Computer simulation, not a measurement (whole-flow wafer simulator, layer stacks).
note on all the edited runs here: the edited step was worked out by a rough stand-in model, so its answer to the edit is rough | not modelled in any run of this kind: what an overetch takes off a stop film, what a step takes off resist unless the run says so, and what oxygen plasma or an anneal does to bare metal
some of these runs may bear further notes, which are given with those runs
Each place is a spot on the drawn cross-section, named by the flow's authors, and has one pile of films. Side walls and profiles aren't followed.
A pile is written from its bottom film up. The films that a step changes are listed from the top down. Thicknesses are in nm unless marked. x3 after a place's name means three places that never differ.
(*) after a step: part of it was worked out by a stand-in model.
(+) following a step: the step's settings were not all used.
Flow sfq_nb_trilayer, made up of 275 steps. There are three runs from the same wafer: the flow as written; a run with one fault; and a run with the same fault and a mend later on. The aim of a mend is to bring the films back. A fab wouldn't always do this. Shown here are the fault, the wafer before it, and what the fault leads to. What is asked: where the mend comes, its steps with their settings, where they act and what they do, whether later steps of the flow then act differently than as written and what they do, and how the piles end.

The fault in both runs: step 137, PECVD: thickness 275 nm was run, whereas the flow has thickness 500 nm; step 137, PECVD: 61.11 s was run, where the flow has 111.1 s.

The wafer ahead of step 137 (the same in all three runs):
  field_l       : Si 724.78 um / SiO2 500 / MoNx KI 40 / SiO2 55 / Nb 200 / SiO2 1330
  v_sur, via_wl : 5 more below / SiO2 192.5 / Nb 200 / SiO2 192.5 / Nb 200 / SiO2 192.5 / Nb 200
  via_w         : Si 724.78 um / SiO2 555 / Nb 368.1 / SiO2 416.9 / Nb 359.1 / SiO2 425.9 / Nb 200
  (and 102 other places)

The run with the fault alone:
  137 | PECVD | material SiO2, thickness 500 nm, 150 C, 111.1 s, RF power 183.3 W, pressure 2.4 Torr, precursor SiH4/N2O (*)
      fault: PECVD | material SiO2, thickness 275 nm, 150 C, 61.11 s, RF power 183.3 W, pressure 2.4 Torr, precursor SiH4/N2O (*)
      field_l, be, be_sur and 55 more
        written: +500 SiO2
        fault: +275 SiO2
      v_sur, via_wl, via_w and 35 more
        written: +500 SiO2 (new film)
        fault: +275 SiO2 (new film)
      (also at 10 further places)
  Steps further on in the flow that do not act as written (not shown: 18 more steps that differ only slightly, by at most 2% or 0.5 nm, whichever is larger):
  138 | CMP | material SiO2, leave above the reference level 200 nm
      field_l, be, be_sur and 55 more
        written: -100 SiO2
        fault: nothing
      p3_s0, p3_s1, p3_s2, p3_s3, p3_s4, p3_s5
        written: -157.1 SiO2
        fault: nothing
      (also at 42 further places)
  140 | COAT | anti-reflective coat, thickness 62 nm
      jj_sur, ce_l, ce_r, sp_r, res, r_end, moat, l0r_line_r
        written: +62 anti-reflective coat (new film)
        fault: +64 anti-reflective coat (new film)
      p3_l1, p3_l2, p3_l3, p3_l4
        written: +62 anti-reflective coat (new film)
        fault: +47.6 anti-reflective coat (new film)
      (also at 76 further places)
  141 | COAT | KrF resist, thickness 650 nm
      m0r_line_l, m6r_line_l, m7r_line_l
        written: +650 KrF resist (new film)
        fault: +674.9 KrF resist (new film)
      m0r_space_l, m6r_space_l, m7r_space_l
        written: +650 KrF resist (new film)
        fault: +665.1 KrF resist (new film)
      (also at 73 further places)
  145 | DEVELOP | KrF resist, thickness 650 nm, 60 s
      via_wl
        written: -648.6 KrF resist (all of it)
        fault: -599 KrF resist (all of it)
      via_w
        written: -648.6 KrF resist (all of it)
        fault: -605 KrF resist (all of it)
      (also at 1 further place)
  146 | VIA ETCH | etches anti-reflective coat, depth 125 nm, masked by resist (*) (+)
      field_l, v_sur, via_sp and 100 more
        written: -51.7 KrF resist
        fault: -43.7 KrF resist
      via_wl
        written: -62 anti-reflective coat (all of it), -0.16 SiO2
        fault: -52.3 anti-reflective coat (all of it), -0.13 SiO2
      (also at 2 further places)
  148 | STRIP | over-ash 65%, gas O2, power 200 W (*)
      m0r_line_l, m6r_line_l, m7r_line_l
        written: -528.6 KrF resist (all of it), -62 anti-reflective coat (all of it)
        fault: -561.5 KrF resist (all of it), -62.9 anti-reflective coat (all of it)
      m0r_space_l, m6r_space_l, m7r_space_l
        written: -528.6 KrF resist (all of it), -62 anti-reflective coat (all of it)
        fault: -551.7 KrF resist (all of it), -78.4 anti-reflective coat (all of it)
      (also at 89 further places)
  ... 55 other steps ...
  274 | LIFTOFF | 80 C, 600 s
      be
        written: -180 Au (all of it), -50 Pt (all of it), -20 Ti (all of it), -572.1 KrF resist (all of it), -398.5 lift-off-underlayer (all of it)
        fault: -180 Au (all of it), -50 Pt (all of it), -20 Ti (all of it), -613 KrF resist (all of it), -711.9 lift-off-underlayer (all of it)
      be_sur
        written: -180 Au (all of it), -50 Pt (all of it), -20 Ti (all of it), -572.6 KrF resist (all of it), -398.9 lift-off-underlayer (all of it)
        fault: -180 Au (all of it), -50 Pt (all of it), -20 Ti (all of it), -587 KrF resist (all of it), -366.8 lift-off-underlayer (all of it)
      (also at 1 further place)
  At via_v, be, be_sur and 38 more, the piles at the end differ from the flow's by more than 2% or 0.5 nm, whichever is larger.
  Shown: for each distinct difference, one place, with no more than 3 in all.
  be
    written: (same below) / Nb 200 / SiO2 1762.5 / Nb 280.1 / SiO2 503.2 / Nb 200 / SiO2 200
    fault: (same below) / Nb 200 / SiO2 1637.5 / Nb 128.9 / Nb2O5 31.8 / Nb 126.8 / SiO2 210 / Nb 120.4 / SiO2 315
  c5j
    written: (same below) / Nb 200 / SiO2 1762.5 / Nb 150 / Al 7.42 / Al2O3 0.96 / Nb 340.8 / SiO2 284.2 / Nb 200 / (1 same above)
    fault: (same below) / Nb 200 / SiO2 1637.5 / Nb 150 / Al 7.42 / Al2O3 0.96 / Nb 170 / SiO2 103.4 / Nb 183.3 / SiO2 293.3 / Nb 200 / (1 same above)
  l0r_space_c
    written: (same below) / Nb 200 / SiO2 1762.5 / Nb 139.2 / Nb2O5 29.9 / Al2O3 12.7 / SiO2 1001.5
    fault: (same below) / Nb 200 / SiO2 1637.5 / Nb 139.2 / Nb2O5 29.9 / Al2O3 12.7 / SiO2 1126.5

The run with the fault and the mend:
  The mend stands after step 137.
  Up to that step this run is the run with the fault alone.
  137a | PECVD | material SiO2, thickness 225 nm, 150 C, 50 s, RF power 183.3 W, pressure 2.4 Torr, precursor SiH4/N2O (*) (the flow's step 137 again, with other settings)
      field_l, v_sur, via_wl and 99 more
        +225 SiO2
      lsp_r, l0_sur, l0v
        +221.5 SiO2
      via_v
        +199.1 SiO2
  Steps further on in the flow that do not act as written:
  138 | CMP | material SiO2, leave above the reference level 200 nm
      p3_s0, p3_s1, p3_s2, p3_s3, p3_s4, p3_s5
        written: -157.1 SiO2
        mend: -100 SiO2
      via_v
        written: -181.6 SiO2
        mend: -0.87 SiO2
  The piles end the same as the flow's at every place that both follow.
